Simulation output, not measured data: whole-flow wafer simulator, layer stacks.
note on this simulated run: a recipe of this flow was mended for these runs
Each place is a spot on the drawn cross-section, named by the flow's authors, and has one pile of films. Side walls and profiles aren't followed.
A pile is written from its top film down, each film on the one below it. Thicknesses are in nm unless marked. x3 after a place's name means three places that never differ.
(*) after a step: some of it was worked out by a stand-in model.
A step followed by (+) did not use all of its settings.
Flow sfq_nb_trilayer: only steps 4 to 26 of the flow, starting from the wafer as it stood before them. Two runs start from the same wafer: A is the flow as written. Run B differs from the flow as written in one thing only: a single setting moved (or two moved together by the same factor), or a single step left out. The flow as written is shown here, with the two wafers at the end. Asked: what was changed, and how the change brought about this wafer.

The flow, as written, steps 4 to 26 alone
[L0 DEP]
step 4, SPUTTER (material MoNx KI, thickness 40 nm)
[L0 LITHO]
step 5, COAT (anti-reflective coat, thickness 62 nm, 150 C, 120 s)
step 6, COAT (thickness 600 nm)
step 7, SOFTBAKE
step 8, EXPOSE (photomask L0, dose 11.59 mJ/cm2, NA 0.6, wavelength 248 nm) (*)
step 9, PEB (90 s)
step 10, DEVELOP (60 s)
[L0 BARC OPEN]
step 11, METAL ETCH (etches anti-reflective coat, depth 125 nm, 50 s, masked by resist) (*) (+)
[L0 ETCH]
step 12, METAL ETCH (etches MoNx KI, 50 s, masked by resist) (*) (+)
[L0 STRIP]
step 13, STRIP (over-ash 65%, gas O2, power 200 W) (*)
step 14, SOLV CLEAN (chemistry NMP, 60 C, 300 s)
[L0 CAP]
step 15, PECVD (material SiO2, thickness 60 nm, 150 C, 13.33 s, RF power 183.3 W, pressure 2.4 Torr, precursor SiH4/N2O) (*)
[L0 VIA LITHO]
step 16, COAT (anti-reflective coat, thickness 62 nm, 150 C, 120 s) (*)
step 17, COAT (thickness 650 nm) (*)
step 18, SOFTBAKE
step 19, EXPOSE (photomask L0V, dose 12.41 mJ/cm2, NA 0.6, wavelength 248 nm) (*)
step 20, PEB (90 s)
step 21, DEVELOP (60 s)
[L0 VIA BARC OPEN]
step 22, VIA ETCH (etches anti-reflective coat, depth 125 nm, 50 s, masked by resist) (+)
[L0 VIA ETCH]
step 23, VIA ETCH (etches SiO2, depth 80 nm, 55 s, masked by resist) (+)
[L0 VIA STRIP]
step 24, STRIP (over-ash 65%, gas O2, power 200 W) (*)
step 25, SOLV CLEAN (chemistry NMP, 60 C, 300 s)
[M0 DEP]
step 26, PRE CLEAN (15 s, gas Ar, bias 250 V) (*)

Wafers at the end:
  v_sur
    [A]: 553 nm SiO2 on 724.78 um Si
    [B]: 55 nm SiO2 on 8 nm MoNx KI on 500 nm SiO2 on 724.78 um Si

Cause: step 12, METAL ETCH: 32 s was run, though the flow has 50 s.

How this came from the change, step by step:
  step 12, METAL ETCH (etches MoNx KI, 50 s, masked by resist) (*) (+)
      v_sur, via_wl, via_w and 97 more: A MoNx KI loses 40 (all of it), SiO2 loses 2 | B MoNx KI loses 32
      field_l, l0_sur, l0v, l0r_line_l, l0r_line_c, l0r_line_r: A KrF-resist-other-grade loses 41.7 | B KrF-resist-other-grade loses 26.7
  step 13, STRIP (over-ash 65%, gas O2, power 200 W) (*)
      field_l, l0_sur, l0v, l0r_line_l, l0r_line_c, l0r_line_r: A KrF-resist-other-grade loses 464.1 (all of it), anti-reflective coat loses 62 (all of it) | B KrF-resist-other-grade loses 479.1 (all of it), anti-reflective coat loses 62 (all of it)
  step 15, PECVD (material SiO2, thickness 60 nm, 150 C, 13.33 s, RF power 183.3 W, pressure 2.4 Torr, precursor SiH4/N2O) (*)
      v_sur, via_wl, via_w and 97 more: A SiO2 gains 60 | B SiO2 gains 60 (new film)
  step 16, COAT (anti-reflective coat, thickness 62 nm, 150 C, 120 s) (*)
      l0r_line_c, l0r_line_r: A anti-reflective coat gains 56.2 (new film) | B anti-reflective coat gains 57.4 (new film)
      field_l: A anti-reflective coat gains 50 (new film) | B anti-reflective coat gains 52.6 (new film)
      (as well as at 6 more places)
  step 24, STRIP (over-ash 65%, gas O2, power 200 W) (*)
      field_l: A KrF-resist-other-grade loses 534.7 (all of it), anti-reflective coat loses 50 (all of it) | B KrF-resist-other-grade loses 536.6 (all of it), anti-reflective coat loses 52.6 (all of it)
      v_sur: A KrF-resist-other-grade loses 544.6 (all of it), anti-reflective coat loses 78.1 (all of it) | B KrF-resist-other-grade loses 543.7 (all of it), anti-reflective coat loses 74.4 (all of it)
      (as well as at 7 more places)
With metal films that touch counted as one body, v_sur has 1 body; the flow as written gives 0 bodies.
